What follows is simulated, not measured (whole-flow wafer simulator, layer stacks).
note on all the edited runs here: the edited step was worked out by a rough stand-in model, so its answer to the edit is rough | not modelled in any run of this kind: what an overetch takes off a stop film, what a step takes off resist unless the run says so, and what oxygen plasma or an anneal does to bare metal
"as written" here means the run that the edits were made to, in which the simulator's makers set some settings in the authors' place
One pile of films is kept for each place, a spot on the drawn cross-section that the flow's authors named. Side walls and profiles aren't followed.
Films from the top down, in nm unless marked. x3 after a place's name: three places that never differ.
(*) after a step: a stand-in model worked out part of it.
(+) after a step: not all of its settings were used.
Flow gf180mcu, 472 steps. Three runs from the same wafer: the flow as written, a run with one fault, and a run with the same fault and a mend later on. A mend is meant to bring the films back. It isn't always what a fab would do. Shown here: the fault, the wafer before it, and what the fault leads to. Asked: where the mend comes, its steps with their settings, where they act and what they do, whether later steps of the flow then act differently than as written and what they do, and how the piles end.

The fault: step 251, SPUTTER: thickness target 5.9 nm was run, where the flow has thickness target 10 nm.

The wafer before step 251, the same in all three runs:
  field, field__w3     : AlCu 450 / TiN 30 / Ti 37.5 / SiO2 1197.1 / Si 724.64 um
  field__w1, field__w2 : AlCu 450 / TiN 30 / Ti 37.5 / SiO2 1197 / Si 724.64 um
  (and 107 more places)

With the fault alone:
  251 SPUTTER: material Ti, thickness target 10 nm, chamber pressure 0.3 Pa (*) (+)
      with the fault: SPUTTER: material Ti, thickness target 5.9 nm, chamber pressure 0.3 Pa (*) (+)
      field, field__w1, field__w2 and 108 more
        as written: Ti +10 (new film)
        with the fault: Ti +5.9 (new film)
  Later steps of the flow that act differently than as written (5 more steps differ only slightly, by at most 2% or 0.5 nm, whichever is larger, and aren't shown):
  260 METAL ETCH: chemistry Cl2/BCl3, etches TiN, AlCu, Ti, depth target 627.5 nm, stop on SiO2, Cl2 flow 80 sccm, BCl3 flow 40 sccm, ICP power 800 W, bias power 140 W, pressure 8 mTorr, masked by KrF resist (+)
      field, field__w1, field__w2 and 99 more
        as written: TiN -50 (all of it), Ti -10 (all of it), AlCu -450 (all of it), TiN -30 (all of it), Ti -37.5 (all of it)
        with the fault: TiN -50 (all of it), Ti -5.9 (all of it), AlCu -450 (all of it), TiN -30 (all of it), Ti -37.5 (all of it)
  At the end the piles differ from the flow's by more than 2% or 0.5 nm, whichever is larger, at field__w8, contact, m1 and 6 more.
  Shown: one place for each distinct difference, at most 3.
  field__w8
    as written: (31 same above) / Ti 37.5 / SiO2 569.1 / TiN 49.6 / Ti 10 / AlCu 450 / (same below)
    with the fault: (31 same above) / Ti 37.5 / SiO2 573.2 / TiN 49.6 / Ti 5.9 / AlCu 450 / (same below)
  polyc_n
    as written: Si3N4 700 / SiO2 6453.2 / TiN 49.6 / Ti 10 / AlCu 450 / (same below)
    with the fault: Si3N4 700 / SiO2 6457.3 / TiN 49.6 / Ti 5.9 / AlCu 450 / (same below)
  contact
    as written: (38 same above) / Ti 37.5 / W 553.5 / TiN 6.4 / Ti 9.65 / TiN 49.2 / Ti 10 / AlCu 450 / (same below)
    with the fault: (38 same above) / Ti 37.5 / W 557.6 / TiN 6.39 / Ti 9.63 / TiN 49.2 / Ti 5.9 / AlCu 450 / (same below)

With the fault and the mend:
  The mend comes after step 251.
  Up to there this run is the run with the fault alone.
  251a SPUTTER: material Ti, thickness target 4.1 nm, chamber pressure 0.3 Pa (*) (+) (the flow's step 251 once more, with other settings)
      field, field__w1, field__w2 and 108 more
        Ti +4.1
  No later step of the flow acts differently than as written at any place that is followed.
  At the end the piles are the same as the flow's at every place that both follow.
